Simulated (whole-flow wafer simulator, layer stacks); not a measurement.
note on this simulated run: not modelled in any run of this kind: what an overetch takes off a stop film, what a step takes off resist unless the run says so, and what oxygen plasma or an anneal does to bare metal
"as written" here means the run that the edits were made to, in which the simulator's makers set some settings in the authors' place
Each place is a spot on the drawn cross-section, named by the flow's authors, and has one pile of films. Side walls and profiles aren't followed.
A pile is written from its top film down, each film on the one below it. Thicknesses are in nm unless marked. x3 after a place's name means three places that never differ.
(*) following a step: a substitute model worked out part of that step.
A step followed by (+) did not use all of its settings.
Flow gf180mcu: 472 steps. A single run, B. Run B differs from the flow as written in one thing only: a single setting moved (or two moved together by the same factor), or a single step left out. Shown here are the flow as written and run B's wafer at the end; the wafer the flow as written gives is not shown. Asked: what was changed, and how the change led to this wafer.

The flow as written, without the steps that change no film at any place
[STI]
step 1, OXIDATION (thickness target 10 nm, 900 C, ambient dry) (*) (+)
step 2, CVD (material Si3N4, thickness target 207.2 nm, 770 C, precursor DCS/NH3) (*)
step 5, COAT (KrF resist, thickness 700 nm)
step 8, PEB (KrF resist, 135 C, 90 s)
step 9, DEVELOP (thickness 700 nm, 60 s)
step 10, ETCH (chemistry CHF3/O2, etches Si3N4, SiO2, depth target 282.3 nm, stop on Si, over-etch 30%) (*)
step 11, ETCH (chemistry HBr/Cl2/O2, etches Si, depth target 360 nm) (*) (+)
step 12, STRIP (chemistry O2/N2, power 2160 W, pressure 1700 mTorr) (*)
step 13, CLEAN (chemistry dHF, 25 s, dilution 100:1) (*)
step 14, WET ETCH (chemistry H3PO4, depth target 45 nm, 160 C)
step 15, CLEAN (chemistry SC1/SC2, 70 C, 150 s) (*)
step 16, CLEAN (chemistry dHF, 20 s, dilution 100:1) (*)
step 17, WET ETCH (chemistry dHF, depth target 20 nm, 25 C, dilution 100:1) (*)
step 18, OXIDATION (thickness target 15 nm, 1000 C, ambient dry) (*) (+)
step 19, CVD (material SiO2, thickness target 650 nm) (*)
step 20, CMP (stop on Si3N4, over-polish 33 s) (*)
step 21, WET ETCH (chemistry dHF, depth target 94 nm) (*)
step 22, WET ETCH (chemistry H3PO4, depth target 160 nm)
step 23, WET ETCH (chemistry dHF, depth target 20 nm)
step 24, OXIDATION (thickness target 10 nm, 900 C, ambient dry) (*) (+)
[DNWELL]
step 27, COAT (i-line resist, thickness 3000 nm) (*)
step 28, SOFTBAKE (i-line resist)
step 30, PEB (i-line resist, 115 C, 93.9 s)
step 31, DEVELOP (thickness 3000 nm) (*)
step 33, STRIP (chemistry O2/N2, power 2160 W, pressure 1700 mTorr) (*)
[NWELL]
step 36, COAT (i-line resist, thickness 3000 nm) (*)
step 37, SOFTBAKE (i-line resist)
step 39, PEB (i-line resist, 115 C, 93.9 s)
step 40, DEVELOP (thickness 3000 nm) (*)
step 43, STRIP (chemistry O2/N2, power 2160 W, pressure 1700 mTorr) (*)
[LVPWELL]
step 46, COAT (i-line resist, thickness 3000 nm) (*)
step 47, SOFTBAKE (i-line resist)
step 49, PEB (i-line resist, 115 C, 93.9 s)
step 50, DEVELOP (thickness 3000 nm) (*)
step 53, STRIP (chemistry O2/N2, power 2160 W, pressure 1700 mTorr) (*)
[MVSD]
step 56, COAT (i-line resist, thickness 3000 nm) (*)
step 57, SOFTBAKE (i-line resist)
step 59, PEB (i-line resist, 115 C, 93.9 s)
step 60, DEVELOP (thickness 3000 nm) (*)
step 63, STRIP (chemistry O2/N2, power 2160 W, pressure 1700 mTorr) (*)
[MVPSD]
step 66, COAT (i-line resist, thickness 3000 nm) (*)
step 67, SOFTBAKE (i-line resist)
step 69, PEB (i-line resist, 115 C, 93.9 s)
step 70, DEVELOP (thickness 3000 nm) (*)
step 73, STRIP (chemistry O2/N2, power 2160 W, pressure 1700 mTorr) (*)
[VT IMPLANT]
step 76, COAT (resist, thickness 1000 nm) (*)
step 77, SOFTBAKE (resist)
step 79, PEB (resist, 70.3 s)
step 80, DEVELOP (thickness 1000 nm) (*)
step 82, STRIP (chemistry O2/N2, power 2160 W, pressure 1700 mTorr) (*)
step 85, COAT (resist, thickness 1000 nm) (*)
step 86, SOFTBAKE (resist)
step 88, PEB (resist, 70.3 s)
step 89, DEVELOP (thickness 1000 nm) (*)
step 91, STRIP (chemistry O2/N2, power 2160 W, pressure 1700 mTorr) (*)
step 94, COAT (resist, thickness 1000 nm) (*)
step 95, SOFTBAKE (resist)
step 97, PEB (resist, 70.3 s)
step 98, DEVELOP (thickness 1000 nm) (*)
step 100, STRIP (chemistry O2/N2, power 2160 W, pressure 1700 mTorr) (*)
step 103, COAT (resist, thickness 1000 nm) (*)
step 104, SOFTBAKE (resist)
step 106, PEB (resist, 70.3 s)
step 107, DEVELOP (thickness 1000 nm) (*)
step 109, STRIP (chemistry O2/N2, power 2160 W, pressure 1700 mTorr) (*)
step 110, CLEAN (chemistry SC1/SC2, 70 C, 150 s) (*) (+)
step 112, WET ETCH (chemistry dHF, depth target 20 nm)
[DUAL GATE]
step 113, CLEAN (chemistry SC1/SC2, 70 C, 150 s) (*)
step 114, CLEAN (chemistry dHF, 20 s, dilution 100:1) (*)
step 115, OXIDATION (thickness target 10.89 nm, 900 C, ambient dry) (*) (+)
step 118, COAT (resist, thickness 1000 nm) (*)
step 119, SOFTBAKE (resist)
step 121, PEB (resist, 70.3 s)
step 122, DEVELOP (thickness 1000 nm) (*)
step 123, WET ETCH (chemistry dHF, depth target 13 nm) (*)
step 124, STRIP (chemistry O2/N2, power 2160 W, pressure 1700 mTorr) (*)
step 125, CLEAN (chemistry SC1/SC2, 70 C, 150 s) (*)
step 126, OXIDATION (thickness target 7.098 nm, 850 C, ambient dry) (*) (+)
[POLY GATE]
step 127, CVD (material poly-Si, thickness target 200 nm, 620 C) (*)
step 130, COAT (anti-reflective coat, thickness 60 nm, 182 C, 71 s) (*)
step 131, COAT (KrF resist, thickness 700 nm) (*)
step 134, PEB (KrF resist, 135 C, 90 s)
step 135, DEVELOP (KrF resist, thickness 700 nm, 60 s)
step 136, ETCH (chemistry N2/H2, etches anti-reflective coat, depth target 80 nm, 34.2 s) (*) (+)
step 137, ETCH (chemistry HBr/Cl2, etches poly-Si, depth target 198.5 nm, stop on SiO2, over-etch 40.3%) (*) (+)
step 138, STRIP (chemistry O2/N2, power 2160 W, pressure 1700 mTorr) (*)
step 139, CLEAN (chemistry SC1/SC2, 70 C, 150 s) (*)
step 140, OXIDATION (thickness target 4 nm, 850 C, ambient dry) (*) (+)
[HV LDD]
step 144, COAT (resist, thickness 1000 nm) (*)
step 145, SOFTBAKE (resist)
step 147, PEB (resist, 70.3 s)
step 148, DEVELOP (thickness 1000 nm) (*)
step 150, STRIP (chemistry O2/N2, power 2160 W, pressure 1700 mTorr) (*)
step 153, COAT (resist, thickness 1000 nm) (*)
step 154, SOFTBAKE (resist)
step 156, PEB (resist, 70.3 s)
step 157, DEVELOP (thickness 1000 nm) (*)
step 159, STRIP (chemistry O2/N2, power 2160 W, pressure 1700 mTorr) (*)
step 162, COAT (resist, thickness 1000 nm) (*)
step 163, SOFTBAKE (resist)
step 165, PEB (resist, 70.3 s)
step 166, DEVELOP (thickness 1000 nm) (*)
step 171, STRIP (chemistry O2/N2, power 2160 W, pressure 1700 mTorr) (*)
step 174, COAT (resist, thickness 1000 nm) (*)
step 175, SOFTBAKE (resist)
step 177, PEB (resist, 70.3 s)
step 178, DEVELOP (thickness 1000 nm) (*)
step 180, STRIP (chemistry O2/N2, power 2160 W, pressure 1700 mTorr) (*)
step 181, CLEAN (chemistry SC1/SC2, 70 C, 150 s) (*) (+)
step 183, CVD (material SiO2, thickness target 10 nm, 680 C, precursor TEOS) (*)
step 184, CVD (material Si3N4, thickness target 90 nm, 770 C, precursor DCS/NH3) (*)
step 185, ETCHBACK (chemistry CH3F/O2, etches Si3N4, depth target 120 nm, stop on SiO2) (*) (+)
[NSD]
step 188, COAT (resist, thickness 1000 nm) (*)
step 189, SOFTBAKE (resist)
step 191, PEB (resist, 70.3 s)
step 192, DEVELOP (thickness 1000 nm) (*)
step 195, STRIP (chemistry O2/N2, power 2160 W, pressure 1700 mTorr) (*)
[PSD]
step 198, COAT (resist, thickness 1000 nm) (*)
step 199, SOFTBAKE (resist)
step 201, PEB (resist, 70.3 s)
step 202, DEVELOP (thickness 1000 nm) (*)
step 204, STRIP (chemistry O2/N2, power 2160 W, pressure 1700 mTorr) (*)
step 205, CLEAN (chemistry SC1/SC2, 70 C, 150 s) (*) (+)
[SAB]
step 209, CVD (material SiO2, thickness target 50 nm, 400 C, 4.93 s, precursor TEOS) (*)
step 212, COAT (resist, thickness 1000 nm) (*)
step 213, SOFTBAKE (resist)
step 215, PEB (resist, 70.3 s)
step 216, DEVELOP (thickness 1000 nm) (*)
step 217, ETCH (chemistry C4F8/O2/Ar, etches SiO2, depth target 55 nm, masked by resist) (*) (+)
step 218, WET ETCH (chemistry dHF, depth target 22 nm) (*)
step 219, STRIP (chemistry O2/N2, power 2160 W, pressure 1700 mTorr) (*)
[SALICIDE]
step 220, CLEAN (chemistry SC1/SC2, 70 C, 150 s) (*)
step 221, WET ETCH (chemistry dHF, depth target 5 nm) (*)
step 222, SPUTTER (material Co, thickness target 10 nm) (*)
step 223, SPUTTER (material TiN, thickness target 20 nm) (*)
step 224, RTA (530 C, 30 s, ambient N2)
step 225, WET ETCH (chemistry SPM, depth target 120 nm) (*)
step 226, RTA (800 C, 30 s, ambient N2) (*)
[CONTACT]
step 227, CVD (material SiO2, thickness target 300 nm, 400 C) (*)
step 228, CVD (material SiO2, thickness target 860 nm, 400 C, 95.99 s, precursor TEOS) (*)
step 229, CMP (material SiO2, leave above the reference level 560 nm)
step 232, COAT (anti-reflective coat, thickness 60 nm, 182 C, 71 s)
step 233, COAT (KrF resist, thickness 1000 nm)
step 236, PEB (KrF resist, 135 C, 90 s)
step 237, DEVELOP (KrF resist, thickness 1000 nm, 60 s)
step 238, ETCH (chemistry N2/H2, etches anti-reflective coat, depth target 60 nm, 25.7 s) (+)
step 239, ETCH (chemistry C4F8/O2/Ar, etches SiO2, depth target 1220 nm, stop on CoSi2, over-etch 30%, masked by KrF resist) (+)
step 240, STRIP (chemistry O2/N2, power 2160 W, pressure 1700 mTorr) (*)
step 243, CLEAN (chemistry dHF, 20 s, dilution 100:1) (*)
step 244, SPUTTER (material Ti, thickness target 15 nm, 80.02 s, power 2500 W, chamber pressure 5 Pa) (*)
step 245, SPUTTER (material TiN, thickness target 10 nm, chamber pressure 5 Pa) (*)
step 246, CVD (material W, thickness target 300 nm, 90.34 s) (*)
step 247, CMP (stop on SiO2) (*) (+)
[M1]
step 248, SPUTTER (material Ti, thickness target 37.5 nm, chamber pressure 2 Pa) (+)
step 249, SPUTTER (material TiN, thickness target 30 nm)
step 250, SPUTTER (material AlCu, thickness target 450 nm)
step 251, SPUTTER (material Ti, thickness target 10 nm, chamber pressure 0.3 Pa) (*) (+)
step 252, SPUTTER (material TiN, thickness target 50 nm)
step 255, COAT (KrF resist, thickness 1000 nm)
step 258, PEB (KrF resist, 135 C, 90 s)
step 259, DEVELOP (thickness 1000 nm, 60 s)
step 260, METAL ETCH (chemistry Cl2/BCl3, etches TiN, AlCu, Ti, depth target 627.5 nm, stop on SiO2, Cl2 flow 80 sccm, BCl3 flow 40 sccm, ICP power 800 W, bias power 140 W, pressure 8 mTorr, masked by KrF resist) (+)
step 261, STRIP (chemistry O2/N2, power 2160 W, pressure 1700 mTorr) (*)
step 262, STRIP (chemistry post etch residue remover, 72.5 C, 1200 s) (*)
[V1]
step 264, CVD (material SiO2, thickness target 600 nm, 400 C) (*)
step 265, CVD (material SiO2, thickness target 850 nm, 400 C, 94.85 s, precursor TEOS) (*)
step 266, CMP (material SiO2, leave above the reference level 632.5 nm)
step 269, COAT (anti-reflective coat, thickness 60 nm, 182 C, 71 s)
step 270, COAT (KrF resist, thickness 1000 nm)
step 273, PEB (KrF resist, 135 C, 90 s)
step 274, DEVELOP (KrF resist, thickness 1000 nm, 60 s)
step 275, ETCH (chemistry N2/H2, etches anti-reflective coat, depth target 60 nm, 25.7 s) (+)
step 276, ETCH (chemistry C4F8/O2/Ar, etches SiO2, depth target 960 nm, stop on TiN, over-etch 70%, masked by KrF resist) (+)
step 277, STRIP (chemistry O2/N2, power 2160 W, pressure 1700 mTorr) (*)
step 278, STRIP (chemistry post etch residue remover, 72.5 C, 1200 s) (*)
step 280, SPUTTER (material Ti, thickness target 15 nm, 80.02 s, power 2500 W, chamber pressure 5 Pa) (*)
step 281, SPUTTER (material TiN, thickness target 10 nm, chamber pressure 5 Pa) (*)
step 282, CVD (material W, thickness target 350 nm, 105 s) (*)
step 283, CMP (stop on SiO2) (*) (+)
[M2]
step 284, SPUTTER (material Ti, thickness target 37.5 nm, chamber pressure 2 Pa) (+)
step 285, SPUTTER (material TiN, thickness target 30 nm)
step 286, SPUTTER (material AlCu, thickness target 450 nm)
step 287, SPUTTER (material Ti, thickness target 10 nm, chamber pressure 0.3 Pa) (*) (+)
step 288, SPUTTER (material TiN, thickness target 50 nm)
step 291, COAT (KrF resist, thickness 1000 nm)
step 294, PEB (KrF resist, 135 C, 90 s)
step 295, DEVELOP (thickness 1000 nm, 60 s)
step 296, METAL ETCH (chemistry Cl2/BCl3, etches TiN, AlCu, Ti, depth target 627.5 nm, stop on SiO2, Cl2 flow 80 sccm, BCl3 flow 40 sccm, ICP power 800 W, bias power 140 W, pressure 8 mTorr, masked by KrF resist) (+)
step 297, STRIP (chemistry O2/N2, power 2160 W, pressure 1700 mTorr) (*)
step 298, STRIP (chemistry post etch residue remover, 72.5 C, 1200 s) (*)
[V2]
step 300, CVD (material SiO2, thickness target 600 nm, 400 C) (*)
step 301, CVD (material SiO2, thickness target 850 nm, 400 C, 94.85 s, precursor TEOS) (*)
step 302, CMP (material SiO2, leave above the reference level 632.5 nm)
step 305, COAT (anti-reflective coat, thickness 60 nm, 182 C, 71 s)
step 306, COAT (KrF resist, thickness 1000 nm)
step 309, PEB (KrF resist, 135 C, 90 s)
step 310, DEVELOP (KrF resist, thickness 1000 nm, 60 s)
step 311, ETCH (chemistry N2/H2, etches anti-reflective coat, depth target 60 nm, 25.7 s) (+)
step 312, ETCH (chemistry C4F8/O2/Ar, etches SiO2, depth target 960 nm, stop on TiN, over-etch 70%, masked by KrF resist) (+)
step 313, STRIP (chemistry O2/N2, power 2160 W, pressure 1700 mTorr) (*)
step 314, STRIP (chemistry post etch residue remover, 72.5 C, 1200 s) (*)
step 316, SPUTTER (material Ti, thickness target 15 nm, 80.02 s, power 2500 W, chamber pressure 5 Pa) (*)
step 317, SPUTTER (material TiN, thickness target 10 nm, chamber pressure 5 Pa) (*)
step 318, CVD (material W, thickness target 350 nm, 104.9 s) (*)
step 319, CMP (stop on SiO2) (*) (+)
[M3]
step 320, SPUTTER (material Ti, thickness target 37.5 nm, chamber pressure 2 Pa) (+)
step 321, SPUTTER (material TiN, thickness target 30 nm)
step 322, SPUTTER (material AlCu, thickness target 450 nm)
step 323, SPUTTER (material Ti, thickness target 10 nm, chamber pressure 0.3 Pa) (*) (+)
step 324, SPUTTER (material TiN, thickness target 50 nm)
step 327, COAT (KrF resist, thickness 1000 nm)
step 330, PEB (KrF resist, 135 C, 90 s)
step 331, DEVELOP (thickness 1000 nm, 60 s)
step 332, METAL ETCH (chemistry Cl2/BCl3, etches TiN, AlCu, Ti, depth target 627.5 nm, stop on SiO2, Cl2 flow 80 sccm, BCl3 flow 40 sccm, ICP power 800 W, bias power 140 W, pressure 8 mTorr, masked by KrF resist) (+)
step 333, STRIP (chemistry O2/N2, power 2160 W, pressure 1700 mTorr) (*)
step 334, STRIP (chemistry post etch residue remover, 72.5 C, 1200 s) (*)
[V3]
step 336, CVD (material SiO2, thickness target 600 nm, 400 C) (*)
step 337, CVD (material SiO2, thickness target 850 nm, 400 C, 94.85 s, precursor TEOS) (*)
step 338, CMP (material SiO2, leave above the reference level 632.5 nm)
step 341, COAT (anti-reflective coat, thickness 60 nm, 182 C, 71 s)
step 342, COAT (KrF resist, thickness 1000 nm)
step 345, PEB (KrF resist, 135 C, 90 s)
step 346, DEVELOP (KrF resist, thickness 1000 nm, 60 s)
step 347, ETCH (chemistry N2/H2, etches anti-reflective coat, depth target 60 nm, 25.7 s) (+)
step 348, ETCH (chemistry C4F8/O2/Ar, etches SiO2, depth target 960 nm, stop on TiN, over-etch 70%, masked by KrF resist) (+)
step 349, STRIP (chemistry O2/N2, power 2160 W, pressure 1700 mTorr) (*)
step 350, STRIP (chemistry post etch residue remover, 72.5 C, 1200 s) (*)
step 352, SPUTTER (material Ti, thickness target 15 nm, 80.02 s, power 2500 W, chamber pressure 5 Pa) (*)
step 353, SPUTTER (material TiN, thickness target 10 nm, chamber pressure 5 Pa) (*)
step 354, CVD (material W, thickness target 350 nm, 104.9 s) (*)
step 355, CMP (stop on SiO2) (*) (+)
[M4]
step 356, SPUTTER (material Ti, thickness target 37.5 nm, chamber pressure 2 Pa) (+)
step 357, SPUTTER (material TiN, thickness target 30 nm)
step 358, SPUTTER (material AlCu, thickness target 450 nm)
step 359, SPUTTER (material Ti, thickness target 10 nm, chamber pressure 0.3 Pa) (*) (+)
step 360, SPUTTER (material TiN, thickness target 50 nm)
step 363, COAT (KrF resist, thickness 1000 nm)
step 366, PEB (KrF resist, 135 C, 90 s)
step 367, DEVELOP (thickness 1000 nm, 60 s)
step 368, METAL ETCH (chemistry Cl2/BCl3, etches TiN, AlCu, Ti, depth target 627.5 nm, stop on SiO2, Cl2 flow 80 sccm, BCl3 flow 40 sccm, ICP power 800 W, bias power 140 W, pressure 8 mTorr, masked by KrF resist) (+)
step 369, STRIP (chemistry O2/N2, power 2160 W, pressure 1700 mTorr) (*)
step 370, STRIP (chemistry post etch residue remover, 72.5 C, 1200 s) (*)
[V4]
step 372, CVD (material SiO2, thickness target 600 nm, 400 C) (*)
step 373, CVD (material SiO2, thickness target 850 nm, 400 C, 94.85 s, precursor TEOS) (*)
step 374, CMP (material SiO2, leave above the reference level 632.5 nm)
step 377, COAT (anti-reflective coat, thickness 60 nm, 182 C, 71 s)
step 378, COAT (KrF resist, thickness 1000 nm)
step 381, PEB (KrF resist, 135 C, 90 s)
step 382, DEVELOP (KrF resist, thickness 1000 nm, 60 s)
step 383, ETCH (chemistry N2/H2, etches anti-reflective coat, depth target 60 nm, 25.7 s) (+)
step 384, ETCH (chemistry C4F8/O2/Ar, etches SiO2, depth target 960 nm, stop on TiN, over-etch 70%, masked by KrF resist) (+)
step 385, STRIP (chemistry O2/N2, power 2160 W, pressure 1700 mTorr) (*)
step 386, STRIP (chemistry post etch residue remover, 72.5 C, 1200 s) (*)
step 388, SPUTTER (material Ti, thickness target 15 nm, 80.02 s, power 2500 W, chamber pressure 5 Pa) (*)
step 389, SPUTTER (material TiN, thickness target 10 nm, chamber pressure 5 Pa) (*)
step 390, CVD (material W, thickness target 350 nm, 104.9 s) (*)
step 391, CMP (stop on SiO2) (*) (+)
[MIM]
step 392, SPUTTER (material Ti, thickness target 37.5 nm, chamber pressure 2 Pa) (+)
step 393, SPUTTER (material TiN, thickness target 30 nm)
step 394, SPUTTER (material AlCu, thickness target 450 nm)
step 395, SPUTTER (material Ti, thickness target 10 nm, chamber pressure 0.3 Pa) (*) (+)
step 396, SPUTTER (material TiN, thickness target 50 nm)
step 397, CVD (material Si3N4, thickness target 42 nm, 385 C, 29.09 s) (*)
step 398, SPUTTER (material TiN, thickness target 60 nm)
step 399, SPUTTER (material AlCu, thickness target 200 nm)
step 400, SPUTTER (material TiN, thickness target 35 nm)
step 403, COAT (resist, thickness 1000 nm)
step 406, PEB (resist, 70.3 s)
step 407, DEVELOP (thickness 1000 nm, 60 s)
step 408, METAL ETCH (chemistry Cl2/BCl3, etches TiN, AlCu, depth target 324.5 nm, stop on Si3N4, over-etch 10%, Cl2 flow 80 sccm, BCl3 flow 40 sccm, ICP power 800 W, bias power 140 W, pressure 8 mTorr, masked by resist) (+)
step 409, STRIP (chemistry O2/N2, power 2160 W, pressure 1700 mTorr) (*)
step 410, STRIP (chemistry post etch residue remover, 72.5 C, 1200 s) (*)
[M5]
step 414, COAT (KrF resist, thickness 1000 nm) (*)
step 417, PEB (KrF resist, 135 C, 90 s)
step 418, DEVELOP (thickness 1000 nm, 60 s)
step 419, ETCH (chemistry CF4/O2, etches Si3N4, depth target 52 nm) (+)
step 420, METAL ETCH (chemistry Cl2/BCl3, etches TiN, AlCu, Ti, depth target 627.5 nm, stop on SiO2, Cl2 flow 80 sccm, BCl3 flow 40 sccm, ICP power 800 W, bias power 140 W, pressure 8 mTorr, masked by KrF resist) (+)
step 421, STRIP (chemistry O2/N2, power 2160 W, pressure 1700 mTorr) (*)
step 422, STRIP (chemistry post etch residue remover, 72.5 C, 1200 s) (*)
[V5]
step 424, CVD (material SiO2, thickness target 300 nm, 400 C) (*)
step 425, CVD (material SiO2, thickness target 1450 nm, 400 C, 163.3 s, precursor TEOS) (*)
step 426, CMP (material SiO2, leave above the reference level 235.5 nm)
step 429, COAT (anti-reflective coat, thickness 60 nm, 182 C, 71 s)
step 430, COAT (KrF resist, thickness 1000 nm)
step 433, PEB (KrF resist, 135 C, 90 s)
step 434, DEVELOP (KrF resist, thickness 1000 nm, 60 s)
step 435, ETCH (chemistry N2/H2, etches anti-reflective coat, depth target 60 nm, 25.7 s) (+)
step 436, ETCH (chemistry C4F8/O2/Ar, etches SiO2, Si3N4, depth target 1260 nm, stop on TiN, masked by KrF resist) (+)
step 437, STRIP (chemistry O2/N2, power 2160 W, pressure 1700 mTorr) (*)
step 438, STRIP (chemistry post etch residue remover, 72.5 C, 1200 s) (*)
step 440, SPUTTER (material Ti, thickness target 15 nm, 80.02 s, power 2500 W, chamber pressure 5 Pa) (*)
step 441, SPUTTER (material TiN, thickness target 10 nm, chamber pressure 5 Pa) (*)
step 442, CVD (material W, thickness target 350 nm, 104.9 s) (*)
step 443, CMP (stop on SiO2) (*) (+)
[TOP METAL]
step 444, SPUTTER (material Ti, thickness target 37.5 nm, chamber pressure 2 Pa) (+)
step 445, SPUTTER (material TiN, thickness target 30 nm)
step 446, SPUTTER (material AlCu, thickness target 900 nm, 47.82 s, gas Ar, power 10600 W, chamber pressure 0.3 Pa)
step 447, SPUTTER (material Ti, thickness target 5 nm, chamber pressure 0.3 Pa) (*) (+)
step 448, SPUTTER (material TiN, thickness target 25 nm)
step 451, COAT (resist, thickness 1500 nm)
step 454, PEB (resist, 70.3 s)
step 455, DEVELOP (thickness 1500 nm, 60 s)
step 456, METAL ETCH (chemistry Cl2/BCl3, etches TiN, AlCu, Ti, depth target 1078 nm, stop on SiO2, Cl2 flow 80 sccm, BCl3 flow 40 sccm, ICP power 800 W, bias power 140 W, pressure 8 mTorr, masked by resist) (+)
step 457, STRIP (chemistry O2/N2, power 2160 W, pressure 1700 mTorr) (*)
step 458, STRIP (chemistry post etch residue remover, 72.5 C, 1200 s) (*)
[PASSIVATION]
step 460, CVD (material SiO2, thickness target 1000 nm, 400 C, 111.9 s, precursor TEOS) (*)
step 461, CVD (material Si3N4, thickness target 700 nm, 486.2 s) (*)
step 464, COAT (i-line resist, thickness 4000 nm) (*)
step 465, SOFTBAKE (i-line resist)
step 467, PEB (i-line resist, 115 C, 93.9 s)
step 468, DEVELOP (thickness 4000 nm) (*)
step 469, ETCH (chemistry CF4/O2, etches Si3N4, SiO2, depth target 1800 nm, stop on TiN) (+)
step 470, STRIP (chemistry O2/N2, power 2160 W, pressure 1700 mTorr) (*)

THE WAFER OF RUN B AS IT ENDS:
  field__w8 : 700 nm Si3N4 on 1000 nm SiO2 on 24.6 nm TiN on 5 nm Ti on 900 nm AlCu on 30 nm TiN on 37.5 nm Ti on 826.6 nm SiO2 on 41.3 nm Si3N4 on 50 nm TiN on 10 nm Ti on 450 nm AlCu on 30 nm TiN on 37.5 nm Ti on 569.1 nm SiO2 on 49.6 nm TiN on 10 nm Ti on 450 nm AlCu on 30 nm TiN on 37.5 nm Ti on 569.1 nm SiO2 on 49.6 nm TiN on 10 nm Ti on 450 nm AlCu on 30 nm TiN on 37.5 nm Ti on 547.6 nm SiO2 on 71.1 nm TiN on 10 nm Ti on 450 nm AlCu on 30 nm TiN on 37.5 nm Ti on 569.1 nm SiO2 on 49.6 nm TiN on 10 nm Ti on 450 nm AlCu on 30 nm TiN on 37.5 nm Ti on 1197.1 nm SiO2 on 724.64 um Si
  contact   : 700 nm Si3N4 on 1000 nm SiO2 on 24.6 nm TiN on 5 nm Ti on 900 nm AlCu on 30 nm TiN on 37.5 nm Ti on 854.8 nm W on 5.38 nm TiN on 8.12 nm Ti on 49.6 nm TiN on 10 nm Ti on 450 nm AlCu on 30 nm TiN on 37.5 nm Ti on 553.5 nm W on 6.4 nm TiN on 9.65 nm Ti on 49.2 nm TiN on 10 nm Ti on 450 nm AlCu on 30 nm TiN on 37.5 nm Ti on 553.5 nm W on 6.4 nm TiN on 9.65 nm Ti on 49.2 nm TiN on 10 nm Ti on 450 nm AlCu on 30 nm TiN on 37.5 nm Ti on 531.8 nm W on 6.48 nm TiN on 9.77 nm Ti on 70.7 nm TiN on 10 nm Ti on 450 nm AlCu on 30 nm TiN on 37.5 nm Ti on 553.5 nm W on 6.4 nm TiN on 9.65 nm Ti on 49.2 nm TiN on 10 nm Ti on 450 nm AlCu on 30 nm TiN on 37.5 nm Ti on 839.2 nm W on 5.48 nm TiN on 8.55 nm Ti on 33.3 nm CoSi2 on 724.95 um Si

What caused this: step 288, SPUTTER: thickness target 71.5 nm was run, while the flow as written has thickness target 50 nm.

The path from the change to this, step by step:
  step 288, SPUTTER (material TiN, thickness target 50 nm)
      field, field__w1, field__w2 and 108 more: +71.5 TiN (new film) (it would be, as written: +50 TiN (new film))
  step 296, METAL ETCH (chemistry Cl2/BCl3, etches TiN, AlCu, Ti, depth target 627.5 nm, stop on SiO2, Cl2 flow 80 sccm, BCl3 flow 40 sccm, ICP power 800 W, bias power 140 W, pressure 8 mTorr, masked by KrF resist) (+)
      field, field__w1, field__w2 and 103 more: -71.5 TiN (all of it), -10 Ti (all of it), -450 AlCu (all of it), -30 TiN (all of it), -37.5 Ti (all of it) (it would be, as written: -50 TiN (all of it), -10 Ti (all of it), -450 AlCu (all of it), -30 TiN (all of it), -37.5 Ti (all of it))
  step 302, CMP (material SiO2, leave above the reference level 632.5 nm)
      field__w8, contact, m1, m1__w1, m1_nw: -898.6 SiO2 (it would be, as written: -877.1 SiO2)
  step 312, ETCH (chemistry C4F8/O2/Ar, etches SiO2, depth target 960 nm, stop on TiN, over-etch 70%, masked by KrF resist) (+)
      field, field__w1, field__w2 and 107 more: -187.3 KrF resist (it would be, as written: -192 KrF resist)
      contact: -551 SiO2 (all of it) (it would be, as written: -572.5 SiO2 (all of it))
  step 318, CVD (material W, thickness target 350 nm, 104.9 s) (*)
      contact: +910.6 W (new film) (it would be, as written: +932.3 W (new film))
